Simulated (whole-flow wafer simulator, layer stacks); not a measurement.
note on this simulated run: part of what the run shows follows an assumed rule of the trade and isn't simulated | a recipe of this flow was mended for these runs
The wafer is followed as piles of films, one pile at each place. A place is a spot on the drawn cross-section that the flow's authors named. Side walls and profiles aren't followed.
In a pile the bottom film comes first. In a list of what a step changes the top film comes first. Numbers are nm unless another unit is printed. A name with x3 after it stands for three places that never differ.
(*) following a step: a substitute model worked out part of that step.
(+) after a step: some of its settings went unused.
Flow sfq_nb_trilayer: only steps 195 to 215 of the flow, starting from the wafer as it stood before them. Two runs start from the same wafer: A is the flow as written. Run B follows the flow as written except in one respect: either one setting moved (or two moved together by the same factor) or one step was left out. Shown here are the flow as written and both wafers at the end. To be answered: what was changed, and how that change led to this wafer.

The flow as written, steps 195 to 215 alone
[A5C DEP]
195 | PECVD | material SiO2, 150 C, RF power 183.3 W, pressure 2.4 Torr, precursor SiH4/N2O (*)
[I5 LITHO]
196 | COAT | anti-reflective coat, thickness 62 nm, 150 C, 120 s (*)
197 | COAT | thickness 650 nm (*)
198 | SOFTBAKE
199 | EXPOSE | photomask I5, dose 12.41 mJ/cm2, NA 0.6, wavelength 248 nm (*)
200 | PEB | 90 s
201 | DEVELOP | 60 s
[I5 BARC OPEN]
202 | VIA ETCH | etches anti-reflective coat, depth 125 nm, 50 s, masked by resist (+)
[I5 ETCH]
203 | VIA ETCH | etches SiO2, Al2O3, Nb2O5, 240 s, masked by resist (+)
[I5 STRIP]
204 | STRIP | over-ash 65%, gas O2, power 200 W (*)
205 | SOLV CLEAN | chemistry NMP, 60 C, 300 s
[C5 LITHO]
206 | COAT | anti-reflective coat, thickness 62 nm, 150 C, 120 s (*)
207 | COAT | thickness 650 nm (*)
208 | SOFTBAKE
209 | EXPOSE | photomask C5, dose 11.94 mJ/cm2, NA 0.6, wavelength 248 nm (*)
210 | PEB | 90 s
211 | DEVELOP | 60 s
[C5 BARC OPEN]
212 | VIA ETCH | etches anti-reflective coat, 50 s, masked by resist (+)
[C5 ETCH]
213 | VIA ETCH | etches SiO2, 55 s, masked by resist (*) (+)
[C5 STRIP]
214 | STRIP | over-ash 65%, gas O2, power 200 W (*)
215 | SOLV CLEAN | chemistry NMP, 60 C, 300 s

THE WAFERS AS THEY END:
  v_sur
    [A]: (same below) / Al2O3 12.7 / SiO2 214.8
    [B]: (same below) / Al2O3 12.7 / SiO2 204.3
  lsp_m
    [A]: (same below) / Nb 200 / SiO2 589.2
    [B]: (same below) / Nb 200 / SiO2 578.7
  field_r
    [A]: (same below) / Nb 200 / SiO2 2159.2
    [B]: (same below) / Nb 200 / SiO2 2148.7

Cause: step 195, PECVD: pressure 2.99 Torr was run, whereas the flow has pressure 2.4 Torr.

The path from the change to this, step by step:
  195 | PECVD | material SiO2, 150 C, RF power 183.3 W, pressure 2.4 Torr, precursor SiH4/N2O (*)
      field_l, v_sur, via_wl and 92 more: A SiO2 gains 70 | B SiO2 gains 59.5
      ce_l, c5j, ce_r and 8 more: A SiO2 gains 70 (new film) | B SiO2 gains 59.5 (new film)
  203 | VIA ETCH | etches SiO2, Al2O3, Nb2O5, 240 s, masked by resist (+)
      be: A SiO2 loses 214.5 (all of it), Al2O3 loses 12.7 (all of it), Nb2O5 loses 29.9 (all of it), Nb loses 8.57 | B SiO2 loses 204 (all of it), Al2O3 loses 12.7 (all of it), Nb2O5 loses 29.9 (all of it), Nb loses 9.44
  213 | VIA ETCH | etches SiO2, 55 s, masked by resist (*) (+)
      c5j: A SiO2 loses 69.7 (all of it), Nb loses 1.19 | B SiO2 loses 59.2 (all of it), Nb loses 2.06
      res: A SiO2 loses 69.7 (all of it), Ti loses 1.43 | B SiO2 loses 59.2 (all of it), Ti loses 2.48
